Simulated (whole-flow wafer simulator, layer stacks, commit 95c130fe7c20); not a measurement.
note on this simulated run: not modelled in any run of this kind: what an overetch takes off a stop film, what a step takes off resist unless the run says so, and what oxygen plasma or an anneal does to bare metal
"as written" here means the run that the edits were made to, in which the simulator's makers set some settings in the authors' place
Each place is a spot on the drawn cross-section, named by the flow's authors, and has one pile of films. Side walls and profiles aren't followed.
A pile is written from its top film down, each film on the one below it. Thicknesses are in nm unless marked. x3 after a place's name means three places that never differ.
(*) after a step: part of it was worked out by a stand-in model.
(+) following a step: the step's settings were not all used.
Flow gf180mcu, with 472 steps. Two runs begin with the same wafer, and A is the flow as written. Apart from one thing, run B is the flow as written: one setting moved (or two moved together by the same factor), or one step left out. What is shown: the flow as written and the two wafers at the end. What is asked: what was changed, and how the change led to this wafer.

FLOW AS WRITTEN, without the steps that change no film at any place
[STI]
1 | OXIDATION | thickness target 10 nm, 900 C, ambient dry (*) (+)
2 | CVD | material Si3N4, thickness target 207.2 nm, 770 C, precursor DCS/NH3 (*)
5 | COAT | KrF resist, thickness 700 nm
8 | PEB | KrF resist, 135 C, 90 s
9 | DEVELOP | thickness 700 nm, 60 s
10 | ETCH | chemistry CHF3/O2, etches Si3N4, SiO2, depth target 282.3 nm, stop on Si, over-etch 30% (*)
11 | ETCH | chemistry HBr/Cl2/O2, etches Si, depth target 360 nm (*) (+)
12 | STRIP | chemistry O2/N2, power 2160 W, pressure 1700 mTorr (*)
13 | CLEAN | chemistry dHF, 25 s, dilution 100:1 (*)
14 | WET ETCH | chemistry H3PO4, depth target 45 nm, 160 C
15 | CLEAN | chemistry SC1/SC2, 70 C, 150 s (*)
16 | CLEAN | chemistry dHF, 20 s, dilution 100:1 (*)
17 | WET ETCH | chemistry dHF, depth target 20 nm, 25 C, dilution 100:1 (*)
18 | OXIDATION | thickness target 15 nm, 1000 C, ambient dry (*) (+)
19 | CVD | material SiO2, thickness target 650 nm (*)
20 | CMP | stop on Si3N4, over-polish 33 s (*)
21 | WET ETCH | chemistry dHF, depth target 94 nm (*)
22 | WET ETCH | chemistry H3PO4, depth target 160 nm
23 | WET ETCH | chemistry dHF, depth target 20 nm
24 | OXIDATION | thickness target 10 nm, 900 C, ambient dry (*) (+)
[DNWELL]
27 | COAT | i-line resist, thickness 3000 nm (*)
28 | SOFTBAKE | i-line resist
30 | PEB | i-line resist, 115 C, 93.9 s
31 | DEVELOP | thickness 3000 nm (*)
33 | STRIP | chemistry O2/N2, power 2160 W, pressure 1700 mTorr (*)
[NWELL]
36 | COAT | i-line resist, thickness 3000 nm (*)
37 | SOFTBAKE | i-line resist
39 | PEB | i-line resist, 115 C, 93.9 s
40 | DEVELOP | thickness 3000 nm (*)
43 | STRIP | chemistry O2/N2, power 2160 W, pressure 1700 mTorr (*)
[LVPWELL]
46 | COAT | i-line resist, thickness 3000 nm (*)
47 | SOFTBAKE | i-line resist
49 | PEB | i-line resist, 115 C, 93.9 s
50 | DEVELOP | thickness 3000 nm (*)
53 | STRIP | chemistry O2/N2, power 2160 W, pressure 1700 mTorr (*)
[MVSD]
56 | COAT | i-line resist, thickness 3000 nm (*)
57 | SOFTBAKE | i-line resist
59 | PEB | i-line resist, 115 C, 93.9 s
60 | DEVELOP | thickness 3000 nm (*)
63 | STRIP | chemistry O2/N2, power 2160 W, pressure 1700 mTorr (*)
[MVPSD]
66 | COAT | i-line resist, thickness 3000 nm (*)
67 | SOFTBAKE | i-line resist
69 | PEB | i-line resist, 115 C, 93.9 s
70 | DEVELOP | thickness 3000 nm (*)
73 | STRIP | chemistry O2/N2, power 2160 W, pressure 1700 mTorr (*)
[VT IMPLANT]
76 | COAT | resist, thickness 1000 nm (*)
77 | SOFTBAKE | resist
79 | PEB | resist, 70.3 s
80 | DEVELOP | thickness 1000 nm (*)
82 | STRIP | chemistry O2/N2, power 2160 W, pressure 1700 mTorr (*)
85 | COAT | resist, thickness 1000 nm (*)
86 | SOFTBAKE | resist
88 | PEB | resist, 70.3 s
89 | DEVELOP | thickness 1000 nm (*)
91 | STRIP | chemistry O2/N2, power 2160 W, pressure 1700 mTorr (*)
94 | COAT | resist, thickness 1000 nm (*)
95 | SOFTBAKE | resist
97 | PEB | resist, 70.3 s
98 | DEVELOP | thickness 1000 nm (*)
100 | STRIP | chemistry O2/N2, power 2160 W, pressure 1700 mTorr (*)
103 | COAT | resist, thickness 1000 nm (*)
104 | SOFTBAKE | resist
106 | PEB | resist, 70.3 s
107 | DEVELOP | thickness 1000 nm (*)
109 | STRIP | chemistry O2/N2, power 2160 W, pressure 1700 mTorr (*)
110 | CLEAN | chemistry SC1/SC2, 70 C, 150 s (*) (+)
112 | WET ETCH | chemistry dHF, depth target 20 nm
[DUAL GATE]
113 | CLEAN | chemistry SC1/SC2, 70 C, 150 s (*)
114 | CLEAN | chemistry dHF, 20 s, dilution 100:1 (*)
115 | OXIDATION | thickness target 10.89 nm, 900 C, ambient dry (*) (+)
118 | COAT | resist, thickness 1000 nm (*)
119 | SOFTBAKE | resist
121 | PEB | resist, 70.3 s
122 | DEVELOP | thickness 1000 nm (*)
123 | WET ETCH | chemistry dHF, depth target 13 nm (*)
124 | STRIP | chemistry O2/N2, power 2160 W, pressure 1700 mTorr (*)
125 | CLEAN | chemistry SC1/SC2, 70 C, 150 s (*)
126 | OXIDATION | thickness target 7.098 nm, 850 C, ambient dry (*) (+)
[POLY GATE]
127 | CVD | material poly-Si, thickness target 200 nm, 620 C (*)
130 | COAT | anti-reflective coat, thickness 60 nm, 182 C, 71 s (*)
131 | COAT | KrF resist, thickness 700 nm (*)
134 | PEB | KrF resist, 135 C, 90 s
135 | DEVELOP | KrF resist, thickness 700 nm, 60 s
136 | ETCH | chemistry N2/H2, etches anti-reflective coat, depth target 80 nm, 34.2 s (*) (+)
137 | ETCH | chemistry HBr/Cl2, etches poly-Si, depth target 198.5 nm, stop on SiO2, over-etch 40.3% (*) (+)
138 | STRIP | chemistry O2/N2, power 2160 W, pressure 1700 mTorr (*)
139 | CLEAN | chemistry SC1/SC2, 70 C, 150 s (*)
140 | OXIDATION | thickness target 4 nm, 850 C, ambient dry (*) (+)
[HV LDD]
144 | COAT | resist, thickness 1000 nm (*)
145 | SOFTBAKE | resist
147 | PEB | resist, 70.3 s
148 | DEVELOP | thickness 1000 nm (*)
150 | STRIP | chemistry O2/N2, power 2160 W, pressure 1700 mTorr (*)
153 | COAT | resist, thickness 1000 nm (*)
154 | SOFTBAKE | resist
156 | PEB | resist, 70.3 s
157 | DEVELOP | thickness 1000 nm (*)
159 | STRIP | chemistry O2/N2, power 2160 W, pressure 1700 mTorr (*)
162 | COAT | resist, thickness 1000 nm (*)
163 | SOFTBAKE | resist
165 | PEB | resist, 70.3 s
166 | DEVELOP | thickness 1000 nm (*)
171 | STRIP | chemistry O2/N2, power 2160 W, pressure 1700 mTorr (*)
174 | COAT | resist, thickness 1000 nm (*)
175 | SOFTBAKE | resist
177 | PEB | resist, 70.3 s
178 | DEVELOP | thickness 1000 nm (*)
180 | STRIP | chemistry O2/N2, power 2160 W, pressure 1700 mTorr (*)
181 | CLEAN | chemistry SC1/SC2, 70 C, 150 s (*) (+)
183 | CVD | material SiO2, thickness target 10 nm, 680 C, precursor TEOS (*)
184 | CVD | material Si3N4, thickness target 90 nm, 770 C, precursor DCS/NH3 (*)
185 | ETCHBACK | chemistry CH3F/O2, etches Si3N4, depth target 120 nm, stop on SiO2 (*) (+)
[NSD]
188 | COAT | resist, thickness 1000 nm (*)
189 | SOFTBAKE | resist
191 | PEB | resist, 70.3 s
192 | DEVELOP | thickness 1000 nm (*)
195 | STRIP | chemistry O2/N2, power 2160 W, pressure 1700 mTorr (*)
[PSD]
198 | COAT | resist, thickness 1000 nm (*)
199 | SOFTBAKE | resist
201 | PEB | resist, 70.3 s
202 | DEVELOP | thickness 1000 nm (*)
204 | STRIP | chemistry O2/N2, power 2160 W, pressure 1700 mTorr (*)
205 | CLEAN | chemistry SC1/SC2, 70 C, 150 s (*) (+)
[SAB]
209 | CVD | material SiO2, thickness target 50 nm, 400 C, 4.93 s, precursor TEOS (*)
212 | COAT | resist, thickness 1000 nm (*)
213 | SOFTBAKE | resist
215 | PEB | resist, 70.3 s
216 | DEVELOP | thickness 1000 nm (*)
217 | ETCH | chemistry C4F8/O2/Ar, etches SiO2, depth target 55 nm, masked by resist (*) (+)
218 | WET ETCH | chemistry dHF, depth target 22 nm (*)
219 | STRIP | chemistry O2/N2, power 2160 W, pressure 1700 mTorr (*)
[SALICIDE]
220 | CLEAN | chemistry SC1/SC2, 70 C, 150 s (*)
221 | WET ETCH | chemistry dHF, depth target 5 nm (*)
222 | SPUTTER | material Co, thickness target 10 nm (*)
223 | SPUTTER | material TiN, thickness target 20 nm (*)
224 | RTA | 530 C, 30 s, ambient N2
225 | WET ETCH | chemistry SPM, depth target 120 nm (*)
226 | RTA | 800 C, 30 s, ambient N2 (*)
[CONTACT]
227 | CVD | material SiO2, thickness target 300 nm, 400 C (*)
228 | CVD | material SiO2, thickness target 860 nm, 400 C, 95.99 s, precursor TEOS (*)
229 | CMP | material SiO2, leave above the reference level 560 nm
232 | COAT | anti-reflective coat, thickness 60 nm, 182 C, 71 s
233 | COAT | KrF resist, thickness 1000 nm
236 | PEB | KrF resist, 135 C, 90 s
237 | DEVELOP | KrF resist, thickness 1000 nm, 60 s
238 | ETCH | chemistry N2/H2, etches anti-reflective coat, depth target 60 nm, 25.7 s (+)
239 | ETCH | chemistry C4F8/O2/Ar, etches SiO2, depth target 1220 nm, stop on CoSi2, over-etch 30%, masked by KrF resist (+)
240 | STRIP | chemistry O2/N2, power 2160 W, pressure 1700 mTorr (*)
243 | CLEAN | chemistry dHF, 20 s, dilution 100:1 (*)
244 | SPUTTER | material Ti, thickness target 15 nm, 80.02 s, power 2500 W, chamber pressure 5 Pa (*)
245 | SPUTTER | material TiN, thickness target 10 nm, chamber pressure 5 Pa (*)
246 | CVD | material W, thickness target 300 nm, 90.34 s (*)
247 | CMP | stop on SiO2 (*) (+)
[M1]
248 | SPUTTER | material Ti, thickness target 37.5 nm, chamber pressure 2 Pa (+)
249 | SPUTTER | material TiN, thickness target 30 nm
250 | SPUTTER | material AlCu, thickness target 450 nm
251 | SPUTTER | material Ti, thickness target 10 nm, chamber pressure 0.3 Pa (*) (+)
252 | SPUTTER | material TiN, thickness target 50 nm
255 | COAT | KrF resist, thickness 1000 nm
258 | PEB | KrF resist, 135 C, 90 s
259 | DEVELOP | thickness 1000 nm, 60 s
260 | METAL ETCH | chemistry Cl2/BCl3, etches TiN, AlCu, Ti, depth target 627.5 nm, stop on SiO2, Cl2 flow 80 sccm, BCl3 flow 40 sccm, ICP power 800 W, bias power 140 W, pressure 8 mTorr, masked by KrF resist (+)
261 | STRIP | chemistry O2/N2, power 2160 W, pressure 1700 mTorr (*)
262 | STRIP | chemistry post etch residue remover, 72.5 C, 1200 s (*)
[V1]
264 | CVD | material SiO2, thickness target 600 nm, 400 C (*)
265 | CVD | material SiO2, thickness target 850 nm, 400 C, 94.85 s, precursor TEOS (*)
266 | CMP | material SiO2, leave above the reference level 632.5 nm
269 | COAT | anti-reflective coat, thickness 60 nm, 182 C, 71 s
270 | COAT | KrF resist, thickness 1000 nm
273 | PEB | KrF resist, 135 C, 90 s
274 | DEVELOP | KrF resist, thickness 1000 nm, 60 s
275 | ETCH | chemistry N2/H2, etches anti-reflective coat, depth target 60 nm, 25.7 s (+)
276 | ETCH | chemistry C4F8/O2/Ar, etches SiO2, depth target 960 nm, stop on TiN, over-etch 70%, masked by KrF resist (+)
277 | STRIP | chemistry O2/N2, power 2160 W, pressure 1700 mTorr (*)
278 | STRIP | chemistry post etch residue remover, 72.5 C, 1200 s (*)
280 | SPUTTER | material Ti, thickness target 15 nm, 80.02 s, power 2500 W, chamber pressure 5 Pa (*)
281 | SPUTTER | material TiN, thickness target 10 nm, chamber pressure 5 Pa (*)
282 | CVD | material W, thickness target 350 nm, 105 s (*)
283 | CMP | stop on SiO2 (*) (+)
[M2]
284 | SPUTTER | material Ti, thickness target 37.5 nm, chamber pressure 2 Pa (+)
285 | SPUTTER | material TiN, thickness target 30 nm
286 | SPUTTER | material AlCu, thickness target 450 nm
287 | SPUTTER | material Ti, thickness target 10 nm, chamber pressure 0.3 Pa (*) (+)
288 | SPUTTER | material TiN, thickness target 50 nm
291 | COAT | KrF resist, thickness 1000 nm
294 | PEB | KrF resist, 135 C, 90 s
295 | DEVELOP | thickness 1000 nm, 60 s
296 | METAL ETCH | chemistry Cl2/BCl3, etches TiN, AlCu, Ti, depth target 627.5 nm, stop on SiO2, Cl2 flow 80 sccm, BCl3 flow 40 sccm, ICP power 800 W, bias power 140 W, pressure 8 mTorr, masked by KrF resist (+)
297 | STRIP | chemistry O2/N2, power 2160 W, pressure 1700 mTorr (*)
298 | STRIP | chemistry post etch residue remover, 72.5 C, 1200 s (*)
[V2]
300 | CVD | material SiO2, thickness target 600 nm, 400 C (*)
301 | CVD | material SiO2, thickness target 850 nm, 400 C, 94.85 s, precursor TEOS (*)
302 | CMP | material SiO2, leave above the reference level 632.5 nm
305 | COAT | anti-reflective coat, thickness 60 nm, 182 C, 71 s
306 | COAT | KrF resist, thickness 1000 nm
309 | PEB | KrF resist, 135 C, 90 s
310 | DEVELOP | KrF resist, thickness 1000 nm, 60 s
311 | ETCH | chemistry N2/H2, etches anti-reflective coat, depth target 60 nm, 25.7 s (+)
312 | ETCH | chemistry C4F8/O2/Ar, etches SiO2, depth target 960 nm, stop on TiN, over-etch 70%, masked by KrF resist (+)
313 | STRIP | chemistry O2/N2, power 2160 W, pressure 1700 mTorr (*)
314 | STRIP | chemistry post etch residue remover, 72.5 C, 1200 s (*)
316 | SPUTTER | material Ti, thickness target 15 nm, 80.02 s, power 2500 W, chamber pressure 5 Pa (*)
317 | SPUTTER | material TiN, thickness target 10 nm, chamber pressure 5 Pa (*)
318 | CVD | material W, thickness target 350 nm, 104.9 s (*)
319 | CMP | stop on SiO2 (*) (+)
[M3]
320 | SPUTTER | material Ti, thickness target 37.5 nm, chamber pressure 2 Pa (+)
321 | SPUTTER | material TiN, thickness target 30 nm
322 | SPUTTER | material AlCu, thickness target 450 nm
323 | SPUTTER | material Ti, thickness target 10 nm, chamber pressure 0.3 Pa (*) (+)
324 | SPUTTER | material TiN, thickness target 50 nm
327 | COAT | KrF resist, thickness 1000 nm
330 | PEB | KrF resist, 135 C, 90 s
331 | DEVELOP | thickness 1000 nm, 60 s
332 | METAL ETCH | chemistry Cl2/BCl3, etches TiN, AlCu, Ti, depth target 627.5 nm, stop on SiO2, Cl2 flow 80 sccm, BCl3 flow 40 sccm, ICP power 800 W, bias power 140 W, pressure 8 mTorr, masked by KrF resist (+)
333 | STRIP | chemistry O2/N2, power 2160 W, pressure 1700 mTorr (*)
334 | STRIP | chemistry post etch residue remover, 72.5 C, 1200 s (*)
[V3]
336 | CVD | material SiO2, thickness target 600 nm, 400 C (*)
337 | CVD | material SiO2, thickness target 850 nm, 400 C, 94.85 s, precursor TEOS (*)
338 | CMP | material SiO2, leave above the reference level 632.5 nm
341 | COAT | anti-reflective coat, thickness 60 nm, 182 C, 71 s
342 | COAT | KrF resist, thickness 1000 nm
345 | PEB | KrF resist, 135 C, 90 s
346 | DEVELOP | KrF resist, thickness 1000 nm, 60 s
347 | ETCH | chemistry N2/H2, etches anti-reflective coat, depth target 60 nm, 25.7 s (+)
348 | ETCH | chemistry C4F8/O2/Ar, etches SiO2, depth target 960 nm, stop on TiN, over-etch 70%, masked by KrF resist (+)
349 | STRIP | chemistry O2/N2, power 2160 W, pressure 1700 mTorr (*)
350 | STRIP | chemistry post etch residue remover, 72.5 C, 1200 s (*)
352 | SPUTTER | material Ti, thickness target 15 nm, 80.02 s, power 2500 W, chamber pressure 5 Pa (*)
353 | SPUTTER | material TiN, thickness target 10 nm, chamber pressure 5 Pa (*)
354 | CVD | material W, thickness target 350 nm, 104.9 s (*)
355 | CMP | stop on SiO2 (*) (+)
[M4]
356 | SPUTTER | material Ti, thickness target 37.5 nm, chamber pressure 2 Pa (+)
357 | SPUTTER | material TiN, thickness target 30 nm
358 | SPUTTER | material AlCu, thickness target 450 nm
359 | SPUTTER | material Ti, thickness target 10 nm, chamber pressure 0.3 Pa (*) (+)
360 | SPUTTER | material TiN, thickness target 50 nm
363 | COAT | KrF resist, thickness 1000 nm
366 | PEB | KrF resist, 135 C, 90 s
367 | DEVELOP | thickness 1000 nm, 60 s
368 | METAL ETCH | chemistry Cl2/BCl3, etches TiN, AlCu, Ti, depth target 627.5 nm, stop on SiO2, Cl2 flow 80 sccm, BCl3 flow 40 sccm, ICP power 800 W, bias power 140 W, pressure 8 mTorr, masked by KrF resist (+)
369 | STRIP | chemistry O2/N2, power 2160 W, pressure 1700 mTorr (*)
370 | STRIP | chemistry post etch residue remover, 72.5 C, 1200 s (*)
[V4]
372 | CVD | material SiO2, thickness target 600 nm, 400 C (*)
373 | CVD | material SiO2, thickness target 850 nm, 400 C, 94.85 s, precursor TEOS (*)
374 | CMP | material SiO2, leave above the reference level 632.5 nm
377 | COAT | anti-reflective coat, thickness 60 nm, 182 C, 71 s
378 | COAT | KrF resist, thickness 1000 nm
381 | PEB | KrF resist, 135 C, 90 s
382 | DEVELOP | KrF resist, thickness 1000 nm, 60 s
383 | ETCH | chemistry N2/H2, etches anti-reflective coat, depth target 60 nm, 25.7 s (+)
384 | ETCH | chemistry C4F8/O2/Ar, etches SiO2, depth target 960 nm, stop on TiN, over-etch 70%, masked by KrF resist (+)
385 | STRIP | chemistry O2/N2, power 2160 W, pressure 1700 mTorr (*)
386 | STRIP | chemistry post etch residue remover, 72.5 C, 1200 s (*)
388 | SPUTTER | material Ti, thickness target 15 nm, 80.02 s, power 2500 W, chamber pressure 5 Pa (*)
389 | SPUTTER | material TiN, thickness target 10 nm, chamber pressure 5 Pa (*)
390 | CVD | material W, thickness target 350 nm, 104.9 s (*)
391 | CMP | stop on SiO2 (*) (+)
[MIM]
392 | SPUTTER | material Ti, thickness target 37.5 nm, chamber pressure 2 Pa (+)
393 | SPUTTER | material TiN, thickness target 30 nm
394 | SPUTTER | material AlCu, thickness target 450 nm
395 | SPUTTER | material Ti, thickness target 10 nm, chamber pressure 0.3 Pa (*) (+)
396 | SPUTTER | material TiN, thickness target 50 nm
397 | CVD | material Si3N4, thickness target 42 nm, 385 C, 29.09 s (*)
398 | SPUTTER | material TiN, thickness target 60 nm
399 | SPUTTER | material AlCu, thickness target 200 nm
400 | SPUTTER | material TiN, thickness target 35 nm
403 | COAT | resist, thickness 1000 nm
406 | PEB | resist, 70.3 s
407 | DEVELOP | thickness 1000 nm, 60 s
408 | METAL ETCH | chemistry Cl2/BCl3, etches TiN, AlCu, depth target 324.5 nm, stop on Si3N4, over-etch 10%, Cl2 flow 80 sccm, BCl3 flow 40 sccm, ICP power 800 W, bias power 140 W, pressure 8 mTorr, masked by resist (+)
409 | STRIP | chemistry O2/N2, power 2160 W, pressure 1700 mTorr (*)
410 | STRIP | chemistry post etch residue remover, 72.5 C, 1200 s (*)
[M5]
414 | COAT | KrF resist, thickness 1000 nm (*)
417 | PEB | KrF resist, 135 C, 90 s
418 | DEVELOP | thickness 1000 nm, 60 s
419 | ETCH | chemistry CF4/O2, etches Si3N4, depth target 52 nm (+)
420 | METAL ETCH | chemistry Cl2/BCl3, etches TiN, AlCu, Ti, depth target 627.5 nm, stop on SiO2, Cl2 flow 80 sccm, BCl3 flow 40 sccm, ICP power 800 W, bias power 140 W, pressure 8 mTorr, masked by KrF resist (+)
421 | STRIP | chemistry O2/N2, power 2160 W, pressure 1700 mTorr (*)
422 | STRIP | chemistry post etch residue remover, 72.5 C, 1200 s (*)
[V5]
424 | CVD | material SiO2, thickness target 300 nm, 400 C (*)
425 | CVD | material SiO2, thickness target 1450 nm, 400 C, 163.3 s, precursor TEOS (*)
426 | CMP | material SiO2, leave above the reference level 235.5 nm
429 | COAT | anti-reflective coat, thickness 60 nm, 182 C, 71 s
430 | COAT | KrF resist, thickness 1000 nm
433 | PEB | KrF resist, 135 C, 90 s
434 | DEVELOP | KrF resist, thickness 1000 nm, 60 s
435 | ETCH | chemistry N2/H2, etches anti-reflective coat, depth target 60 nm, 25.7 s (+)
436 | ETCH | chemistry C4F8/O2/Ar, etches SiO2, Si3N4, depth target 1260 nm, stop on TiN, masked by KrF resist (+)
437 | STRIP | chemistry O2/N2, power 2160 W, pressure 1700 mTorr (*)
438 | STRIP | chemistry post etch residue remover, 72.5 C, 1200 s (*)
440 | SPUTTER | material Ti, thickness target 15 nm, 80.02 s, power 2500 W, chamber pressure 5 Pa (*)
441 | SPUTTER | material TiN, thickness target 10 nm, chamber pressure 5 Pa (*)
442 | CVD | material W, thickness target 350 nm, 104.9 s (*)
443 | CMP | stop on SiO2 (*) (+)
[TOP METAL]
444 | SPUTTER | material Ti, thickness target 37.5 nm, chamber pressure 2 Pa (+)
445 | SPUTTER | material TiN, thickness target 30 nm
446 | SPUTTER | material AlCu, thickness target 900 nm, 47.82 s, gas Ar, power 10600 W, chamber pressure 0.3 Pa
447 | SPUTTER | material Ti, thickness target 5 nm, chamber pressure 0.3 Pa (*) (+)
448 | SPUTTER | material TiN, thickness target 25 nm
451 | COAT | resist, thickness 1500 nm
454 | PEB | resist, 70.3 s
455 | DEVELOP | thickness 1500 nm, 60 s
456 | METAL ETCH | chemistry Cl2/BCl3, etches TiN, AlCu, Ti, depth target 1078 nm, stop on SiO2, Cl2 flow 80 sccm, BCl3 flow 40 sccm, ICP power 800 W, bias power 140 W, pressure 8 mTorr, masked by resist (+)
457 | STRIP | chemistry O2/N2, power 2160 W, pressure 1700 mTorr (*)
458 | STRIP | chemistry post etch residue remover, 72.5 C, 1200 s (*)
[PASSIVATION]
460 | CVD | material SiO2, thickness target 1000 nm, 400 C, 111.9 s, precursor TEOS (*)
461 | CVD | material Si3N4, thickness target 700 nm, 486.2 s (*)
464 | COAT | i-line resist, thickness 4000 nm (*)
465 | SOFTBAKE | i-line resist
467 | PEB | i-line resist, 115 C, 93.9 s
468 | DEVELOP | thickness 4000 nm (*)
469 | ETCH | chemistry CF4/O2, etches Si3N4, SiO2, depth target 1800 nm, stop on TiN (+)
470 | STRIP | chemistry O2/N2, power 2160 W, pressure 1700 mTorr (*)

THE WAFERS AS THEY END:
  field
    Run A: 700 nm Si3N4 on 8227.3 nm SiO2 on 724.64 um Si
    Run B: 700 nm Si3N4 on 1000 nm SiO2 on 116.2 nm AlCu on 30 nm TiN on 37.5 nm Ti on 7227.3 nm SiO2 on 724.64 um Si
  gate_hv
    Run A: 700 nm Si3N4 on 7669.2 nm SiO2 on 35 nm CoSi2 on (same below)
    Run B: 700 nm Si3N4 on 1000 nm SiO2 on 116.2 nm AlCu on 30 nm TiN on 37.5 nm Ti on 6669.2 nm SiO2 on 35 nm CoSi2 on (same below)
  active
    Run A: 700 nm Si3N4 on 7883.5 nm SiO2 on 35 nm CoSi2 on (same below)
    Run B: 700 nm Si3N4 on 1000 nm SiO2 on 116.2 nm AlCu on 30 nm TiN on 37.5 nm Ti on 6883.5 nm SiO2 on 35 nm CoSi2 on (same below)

Cause: step 456, METAL ETCH: depth target 808.1 nm was run, whereas the flow has depth target 1078 nm.

The path from the change to this, step by step:
  456 | METAL ETCH | chemistry Cl2/BCl3, etches TiN, AlCu, Ti, depth target 1078 nm, stop on SiO2, Cl2 flow 80 sccm, BCl3 flow 40 sccm, ICP power 800 W, bias power 140 W, pressure 8 mTorr, masked by resist (+)
      field, field__w1, field__w2 and 103 more: A -25 TiN (all of it), -5 Ti (all of it), -900 AlCu (all of it), -30 TiN (all of it), -37.5 Ti (all of it) | B -25 TiN (all of it), -5 Ti (all of it), -778.1 AlCu
      field__w8, contact, m1, m1__w1, pad, m1_nw: A -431 resist | B -323.2 resist
  457 | STRIP | chemistry O2/N2, power 2160 W, pressure 1700 mTorr (*)
      field__w8, contact, m1, m1__w1, pad, m1_nw: A -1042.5 resist (all of it) | B -1150.2 resist (all of it)
  458 | STRIP | chemistry post etch residue remover, 72.5 C, 1200 s (*)
      field, field__w1, field__w2 and 103 more: A nothing | B -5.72 AlCu
  460 | CVD | material SiO2, thickness target 1000 nm, 400 C, 111.9 s, precursor TEOS (*)
      field, field__w1, field__w2 and 103 more: A +1000 SiO2 | B +1000 SiO2 (new film)
  464 | COAT | i-line resist, thickness 4000 nm (*)
      field__w8: A +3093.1 i-line resist (new film) | B +3255.8 i-line resist (new film)
      contact: A +3153.6 i-line resist (new film) | B +3299.2 i-line resist (new film)
      (as well as at 4 more places)
  465 | SOFTBAKE | i-line resist
      field__w11, field__w13: A +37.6 i-line resist | B +28.1 i-line resist
      ld_acc_p, ld_fp_p: A +33.8 i-line resist | B +25.2 i-line resist
      (as well as at 65 more places)
  467 | PEB | i-line resist, 115 C, 93.9 s
      field__w8, m1__w1: A -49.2 i-line resist | B -52.5 i-line resist
      contact, m1: A -49.6 i-line resist | B -52.8 i-line resist
      (as well as at 2 more places)
  468 | DEVELOP | thickness 4000 nm (*)
      pad: A -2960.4 i-line resist (all of it) | B -3139.3 i-line resist (all of it)
  470 | STRIP | chemistry O2/N2, power 2160 W, pressure 1700 mTorr (*)
      field__w8, m1__w1: A -1775.9 i-line resist (all of it) | B -1952 i-line resist (all of it)
      contact: A -1798.3 i-line resist (all of it) | B -1968.2 i-line resist (all of it)
      (as well as at 2 more places)
If metal films that touch count as one body, field has 1 body; the flow as written gives 0 bodies.
If metal films that touch count as one body, gate_hv has 2 bodies (between them, from the top down: SiO2 6669.2); the flow as written gives 1 body.
If metal films that touch count as one body, active has 2 bodies (between them, from the top down: SiO2 6883.5); the flow as written gives 1 body.
